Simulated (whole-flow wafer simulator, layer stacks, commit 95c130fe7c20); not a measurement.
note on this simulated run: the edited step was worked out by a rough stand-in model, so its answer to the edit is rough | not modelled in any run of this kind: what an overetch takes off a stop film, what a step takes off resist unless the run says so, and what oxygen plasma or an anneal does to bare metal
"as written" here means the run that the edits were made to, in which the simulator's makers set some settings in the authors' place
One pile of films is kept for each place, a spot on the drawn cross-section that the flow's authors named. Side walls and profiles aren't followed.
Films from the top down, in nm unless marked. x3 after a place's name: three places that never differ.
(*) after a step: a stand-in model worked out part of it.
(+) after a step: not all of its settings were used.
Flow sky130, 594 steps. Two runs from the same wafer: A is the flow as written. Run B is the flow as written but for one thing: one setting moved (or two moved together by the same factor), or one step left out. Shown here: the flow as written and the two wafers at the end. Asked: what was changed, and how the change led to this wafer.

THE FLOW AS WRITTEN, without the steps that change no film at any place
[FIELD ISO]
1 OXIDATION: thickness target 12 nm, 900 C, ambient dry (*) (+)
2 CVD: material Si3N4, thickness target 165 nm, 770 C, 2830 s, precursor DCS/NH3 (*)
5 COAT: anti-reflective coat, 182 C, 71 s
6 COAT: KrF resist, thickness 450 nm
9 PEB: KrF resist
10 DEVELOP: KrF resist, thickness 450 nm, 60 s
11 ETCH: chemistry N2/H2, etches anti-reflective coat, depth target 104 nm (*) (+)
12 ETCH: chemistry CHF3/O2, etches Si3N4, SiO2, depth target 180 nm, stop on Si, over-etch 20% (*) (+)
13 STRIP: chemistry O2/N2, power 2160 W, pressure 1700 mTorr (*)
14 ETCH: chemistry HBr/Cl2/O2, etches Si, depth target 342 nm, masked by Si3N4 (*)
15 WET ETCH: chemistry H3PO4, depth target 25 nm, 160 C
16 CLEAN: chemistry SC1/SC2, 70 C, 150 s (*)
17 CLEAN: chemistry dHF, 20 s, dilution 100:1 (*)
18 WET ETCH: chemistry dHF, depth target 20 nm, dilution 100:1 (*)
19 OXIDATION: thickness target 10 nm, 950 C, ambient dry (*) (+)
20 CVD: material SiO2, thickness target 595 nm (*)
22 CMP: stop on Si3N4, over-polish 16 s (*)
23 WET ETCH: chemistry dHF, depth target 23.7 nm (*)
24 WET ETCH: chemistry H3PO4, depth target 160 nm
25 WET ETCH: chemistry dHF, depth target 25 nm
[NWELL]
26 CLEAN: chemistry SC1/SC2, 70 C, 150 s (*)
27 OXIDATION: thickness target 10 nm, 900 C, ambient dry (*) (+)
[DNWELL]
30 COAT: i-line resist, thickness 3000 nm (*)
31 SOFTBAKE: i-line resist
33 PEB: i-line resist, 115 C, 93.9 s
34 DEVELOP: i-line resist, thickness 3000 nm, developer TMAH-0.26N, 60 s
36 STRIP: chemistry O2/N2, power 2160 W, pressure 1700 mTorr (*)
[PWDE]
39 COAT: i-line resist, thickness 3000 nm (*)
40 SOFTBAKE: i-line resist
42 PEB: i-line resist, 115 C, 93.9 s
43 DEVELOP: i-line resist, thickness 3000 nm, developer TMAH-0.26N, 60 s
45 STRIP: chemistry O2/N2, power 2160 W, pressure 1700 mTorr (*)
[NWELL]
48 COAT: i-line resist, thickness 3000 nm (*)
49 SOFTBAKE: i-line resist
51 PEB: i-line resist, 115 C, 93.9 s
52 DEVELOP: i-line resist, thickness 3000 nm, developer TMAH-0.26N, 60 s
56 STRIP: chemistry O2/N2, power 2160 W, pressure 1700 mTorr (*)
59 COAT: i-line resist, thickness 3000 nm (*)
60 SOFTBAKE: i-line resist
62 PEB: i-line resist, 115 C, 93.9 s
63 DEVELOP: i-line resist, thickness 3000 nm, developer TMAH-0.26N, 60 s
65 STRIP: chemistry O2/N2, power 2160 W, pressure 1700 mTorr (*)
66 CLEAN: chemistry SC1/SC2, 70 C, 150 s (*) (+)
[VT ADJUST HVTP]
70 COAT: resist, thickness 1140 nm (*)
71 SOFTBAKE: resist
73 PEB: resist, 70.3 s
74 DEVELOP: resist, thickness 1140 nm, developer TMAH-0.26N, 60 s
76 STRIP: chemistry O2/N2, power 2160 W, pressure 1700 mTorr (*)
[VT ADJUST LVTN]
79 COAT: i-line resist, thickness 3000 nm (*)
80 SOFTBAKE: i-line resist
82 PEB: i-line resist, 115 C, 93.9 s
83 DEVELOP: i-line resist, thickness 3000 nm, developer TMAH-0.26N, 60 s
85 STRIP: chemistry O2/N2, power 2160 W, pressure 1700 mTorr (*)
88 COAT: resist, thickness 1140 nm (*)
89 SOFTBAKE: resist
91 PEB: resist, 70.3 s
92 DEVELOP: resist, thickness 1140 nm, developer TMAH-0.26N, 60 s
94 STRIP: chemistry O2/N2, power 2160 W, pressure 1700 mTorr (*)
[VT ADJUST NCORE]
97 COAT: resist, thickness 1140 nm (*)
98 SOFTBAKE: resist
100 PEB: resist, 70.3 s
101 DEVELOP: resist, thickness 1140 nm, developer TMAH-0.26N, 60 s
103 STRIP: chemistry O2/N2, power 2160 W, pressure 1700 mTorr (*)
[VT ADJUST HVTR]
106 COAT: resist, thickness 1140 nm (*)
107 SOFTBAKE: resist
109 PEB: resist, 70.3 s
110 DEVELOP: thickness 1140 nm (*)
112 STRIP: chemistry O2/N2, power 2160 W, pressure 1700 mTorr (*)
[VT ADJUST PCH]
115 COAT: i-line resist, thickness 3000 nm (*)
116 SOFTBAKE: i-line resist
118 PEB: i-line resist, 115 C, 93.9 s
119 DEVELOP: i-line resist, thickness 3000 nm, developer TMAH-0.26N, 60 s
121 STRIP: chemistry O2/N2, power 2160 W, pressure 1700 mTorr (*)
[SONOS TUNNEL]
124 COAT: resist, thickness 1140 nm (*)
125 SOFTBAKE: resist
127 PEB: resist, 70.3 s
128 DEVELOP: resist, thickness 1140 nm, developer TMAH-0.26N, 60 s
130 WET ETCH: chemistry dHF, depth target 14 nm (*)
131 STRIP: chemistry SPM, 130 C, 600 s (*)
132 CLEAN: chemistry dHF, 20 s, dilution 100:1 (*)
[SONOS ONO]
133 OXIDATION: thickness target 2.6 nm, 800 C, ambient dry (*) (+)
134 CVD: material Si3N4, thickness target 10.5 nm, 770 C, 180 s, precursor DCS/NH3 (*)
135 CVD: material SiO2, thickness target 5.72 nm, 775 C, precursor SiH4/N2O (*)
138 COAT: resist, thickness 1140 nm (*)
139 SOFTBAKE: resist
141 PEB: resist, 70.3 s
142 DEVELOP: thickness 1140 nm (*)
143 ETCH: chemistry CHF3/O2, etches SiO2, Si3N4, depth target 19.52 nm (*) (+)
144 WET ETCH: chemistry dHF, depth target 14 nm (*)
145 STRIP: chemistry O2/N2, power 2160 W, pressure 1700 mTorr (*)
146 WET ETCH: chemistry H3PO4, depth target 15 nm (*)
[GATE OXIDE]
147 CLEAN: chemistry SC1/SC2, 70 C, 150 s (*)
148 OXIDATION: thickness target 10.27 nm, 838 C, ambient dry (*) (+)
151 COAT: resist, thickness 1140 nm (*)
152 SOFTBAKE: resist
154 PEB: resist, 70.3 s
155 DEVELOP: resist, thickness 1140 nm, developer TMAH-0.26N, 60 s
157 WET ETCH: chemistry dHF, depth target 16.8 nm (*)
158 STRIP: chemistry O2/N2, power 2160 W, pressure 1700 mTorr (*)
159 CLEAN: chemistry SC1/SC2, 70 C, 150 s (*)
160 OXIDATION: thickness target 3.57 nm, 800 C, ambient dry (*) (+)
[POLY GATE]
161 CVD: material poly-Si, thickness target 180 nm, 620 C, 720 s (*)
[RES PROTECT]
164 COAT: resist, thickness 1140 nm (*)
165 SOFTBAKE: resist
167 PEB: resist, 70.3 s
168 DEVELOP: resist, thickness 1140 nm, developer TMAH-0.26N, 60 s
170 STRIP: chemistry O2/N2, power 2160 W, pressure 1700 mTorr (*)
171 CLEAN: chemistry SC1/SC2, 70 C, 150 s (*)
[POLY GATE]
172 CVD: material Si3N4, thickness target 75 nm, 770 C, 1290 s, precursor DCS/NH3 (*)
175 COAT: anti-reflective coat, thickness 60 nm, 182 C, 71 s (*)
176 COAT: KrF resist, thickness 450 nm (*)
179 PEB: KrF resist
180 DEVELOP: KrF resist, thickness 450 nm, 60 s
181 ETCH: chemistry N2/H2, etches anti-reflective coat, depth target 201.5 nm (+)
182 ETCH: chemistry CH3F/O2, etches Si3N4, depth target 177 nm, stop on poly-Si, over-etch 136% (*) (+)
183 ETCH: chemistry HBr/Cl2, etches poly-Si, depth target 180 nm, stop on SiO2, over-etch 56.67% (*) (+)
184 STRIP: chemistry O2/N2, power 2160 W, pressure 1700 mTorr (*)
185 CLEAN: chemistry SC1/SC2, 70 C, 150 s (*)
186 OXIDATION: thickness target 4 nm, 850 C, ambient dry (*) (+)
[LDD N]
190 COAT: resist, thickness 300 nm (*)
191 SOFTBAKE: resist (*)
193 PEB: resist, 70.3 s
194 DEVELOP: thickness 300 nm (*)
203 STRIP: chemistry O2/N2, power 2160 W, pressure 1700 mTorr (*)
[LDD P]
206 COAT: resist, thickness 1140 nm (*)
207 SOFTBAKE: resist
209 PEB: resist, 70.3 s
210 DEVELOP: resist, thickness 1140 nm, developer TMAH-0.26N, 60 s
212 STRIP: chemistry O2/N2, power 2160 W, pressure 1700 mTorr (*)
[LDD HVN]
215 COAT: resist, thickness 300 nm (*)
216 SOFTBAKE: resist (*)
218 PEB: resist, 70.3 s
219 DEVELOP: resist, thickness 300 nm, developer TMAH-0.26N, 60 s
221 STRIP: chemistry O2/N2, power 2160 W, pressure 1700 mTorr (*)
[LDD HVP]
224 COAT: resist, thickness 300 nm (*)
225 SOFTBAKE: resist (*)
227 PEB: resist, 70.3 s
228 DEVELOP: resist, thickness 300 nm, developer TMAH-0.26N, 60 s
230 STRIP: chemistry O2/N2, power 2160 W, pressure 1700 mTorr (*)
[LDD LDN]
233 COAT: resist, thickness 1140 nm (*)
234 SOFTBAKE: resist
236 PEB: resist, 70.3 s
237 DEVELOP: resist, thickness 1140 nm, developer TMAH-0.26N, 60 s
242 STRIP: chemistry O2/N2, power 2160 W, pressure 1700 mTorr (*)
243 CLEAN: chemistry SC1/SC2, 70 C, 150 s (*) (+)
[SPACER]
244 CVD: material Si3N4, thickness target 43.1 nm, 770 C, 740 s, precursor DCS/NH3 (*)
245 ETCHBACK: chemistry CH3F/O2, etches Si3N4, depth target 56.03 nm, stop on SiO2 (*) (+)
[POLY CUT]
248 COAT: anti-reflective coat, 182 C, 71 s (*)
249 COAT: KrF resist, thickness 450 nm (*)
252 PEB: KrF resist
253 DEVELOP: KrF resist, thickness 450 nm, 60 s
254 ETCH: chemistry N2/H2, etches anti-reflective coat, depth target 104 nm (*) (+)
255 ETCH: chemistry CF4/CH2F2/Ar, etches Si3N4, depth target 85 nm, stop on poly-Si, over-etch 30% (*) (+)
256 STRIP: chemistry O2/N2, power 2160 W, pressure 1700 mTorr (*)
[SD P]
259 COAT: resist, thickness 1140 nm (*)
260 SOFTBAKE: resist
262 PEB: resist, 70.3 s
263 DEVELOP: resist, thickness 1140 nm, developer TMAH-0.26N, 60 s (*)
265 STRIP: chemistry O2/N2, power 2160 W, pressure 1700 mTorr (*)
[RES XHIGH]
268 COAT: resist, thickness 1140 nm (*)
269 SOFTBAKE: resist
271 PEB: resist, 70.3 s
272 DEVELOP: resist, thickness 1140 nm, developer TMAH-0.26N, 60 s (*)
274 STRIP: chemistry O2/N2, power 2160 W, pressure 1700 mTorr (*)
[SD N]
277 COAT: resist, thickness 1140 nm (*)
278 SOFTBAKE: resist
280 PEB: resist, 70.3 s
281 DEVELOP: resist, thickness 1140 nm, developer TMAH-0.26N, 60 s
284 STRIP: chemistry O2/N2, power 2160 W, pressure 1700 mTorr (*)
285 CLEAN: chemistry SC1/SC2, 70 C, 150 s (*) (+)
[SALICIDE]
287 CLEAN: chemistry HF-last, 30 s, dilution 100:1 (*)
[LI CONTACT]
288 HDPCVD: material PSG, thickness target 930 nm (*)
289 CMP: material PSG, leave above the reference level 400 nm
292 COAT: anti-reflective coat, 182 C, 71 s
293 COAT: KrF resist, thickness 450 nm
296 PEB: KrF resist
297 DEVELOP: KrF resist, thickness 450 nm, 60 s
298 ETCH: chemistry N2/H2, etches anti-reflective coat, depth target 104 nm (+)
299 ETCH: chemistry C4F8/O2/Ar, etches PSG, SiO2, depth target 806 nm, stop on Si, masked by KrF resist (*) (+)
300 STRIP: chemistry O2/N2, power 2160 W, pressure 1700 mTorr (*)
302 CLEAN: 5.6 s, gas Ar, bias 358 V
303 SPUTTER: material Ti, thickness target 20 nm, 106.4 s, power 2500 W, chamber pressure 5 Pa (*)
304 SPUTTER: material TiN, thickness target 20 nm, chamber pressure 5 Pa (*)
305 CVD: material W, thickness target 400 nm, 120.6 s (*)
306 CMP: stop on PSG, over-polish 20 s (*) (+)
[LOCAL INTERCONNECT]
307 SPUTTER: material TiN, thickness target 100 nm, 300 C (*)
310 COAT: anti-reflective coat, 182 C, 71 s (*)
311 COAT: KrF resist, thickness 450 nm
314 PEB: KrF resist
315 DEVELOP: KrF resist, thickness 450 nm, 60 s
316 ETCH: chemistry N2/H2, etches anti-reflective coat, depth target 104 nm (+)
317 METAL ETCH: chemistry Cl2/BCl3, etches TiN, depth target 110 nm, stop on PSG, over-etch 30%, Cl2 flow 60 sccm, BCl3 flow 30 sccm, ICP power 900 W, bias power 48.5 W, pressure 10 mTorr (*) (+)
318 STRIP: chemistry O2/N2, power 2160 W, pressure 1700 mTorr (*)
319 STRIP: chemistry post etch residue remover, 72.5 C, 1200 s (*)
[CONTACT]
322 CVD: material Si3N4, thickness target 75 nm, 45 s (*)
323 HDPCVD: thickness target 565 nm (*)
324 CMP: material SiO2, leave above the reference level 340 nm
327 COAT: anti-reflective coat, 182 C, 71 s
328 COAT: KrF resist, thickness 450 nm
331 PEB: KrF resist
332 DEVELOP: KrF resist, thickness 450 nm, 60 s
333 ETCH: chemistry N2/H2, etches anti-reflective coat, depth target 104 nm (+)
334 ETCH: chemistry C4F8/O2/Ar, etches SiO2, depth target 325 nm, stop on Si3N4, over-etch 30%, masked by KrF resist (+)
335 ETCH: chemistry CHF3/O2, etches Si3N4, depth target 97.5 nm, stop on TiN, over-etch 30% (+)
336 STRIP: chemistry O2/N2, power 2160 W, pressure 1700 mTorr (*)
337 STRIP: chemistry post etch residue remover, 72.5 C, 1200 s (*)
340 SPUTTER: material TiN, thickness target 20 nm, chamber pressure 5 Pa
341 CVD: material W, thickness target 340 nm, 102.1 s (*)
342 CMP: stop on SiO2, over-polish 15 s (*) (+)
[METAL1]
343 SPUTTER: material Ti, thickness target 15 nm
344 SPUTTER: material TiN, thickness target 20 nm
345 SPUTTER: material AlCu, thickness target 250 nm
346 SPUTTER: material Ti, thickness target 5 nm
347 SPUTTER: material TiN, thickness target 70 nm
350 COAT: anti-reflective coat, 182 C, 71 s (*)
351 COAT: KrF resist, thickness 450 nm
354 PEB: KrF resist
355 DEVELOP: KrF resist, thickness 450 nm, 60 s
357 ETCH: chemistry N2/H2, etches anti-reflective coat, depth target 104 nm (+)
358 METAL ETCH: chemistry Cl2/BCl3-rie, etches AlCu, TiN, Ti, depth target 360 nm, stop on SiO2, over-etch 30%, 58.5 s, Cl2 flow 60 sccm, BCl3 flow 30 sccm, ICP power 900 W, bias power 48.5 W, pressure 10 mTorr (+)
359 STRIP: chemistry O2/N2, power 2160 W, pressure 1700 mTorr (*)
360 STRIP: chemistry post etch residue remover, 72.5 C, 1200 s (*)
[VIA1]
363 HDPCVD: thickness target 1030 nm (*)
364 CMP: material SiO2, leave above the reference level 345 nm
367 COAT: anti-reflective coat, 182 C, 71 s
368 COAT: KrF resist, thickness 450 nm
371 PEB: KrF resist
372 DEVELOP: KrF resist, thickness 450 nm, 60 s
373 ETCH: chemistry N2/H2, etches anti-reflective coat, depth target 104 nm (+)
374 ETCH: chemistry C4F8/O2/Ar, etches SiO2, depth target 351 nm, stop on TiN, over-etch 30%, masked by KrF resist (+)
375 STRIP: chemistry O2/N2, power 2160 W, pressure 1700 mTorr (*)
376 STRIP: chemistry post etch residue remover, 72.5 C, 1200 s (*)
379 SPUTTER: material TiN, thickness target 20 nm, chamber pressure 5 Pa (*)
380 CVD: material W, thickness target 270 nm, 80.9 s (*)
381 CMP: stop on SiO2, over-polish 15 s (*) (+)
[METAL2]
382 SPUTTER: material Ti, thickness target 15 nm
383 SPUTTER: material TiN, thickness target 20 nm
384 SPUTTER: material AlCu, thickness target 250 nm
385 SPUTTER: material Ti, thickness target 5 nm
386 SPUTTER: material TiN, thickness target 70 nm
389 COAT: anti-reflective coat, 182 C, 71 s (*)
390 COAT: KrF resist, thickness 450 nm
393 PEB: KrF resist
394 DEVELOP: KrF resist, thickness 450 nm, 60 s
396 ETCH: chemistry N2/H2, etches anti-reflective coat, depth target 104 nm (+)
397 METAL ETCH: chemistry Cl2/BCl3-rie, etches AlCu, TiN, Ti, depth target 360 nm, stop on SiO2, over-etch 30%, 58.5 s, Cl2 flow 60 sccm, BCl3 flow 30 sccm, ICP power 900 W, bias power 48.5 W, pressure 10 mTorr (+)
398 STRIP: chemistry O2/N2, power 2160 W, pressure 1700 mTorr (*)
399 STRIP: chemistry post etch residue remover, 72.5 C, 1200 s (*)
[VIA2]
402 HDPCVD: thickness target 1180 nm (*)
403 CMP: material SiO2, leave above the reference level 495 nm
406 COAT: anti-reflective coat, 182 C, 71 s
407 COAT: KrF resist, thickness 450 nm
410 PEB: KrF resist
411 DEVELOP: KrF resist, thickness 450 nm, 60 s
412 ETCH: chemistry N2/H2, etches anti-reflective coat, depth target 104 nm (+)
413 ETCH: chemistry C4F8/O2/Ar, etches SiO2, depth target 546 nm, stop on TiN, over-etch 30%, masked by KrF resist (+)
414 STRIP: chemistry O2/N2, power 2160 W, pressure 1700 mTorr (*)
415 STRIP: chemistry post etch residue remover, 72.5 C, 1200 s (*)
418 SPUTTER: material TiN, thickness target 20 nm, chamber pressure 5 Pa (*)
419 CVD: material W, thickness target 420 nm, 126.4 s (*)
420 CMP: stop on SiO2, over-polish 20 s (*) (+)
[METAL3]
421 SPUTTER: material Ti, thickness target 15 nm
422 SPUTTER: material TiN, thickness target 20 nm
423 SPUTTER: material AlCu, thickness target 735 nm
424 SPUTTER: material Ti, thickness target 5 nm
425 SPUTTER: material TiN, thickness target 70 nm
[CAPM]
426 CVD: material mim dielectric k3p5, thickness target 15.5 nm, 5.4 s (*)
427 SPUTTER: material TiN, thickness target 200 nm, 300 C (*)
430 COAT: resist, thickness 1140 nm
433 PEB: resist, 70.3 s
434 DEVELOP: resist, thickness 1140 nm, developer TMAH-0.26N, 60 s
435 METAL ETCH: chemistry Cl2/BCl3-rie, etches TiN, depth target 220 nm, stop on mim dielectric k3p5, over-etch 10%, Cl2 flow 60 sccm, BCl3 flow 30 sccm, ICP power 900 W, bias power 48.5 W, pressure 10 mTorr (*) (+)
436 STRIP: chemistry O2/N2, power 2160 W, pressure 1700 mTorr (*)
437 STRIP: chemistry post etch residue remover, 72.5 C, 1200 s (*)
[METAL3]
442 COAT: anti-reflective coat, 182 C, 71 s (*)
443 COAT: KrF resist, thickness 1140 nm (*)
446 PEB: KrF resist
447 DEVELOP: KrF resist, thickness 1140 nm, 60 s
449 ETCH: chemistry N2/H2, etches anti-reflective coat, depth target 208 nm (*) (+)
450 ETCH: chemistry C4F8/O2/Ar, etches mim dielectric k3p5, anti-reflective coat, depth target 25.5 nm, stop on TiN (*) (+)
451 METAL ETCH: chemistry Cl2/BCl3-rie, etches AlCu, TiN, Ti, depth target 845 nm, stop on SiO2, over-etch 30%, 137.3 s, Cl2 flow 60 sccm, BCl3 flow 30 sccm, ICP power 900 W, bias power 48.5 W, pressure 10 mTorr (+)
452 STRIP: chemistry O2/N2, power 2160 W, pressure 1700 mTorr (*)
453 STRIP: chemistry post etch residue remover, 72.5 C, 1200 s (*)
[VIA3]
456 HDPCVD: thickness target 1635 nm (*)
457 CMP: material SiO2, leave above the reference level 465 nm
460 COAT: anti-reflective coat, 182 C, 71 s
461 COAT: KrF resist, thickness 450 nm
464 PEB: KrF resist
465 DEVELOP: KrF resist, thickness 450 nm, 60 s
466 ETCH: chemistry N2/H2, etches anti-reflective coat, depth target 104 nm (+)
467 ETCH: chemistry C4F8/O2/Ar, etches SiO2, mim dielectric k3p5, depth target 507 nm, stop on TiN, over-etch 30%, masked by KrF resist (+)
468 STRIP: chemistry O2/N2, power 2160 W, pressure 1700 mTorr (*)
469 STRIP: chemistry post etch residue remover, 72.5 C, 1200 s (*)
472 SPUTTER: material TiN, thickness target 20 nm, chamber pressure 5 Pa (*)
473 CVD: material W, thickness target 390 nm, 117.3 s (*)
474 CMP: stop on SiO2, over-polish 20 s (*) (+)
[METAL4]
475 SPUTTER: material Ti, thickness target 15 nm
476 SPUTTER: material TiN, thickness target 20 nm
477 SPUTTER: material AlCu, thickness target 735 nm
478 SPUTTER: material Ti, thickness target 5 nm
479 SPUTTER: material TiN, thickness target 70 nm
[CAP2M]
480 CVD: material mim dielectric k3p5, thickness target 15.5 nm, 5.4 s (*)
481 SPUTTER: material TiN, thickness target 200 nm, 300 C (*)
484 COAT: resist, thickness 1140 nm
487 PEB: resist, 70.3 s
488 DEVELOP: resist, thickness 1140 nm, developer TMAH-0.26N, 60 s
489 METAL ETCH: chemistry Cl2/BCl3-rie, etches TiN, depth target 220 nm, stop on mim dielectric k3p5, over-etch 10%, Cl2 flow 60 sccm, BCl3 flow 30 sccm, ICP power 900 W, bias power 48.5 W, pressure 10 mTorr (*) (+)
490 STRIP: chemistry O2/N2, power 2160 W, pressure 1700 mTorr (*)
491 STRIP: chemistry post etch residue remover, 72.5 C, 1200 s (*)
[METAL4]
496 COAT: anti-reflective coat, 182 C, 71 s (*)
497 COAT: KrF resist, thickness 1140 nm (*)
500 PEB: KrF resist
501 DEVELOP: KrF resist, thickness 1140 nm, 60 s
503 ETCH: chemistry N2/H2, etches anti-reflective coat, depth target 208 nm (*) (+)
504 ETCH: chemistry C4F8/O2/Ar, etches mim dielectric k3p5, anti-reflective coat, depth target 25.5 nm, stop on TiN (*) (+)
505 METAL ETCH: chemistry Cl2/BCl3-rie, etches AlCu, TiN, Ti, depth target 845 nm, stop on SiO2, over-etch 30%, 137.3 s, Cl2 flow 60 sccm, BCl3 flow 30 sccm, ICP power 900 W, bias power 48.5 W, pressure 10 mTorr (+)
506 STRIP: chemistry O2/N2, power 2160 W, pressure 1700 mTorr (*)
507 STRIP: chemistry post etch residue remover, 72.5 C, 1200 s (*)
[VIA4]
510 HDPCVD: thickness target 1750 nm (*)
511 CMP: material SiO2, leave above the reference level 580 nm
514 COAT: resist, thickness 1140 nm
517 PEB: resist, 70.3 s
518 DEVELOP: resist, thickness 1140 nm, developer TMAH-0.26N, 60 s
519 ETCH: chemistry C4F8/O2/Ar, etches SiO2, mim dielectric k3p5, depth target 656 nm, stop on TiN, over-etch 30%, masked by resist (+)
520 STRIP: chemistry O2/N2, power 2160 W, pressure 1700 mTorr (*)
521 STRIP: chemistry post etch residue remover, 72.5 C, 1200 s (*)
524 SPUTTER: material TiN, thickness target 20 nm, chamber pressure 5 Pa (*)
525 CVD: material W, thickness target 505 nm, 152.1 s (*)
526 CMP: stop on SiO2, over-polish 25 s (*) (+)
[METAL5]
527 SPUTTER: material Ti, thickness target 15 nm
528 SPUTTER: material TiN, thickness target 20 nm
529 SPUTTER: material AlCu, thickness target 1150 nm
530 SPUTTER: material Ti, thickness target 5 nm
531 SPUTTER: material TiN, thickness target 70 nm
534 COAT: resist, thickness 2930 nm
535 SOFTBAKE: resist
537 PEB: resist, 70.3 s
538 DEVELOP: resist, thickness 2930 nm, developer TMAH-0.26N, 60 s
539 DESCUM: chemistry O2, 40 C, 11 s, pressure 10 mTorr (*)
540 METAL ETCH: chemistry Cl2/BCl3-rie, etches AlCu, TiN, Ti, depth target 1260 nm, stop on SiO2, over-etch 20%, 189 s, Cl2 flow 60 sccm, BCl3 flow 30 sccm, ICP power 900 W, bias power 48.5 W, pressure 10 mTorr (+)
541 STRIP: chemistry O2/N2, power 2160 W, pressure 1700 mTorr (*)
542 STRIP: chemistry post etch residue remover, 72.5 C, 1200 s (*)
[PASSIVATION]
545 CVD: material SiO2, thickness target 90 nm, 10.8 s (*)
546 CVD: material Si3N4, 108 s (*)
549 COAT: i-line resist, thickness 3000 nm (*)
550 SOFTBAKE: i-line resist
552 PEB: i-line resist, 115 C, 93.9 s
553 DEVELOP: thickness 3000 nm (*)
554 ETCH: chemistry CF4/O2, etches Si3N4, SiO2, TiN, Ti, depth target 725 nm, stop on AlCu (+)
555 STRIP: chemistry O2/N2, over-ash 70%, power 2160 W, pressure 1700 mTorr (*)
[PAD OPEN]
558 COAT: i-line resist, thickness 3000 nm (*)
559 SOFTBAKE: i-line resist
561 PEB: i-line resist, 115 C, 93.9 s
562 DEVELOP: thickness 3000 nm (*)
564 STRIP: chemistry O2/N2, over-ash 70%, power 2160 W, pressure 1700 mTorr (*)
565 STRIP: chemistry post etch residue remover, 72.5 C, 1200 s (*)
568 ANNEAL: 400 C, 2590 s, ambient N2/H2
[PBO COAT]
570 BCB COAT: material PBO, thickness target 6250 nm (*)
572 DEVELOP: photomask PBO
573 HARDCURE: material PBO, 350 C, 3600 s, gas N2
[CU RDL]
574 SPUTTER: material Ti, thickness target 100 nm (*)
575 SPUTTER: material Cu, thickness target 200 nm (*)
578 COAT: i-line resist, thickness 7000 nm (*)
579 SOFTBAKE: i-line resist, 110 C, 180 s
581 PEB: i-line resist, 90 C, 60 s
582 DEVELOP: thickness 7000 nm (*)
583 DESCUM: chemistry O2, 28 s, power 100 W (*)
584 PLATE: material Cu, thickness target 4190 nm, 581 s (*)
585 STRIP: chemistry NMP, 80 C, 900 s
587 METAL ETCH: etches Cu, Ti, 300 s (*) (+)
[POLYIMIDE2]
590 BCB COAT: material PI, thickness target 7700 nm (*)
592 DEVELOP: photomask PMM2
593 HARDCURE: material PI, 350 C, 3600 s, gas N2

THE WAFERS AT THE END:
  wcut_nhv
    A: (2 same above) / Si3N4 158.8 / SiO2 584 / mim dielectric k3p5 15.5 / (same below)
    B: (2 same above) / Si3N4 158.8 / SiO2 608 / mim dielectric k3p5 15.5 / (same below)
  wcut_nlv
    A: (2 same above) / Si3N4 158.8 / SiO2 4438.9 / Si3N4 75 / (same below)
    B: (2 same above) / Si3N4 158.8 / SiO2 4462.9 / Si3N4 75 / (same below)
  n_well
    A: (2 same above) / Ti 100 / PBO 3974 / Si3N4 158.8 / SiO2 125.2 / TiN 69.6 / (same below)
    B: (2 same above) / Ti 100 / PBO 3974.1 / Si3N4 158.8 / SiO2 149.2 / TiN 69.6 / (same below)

The cause: step 545, CVD: thickness target 107 nm was run, where the flow has thickness target 90 nm; step 545, CVD: 12.9 s was run, where the flow has 10.8 s.

How the change led to this, step by step:
  545 CVD: material SiO2, thickness target 90 nm, 10.8 s (*)
      field, active, gate and 175 more: A SiO2 +125.2 | B SiO2 +149.2
      n_well, p_well, sd_n and 12 more: A SiO2 +125.2 (new film) | B SiO2 +149.2 (new film)
  550 SOFTBAKE: i-line resist
      gate_p_lvt, iso_guard_hv_nw: A i-line resist +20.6 | B i-line resist +21.3
      spacer: A i-line resist -97.5 | B i-line resist -100.8
      (and at 37 more places)
  554 ETCH: chemistry CF4/O2, etches Si3N4, SiO2, TiN, Ti, depth target 725 nm, stop on AlCu (+)
      field, active, n_well and 189 more: A i-line resist -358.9 | B i-line resist -382.9
      pad: A Si3N4 -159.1 (all of it), SiO2 -125.2 (all of it), TiN -69.6 (all of it), Ti -5 (all of it) | B Si3N4 -159.1 (all of it), SiO2 -149.2 (all of it), TiN -69.6 (all of it), Ti -5 (all of it)
  559 SOFTBAKE: i-line resist
      gate_p_lvt, iso_guard_hv_nw: A i-line resist +20.6 | B i-line resist +21.3
      nwell_res: A i-line resist -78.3 | B i-line resist -80.3
      (and at 41 more places)
  578 COAT: i-line resist, thickness 7000 nm (*)
      pad: A i-line resist +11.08 um (new film) | B i-line resist +11.11 um (new film)
  582 DEVELOP: thickness 7000 nm (*)
      pad: A i-line resist -11.08 um (all of it) | B i-line resist -11.11 um (all of it)
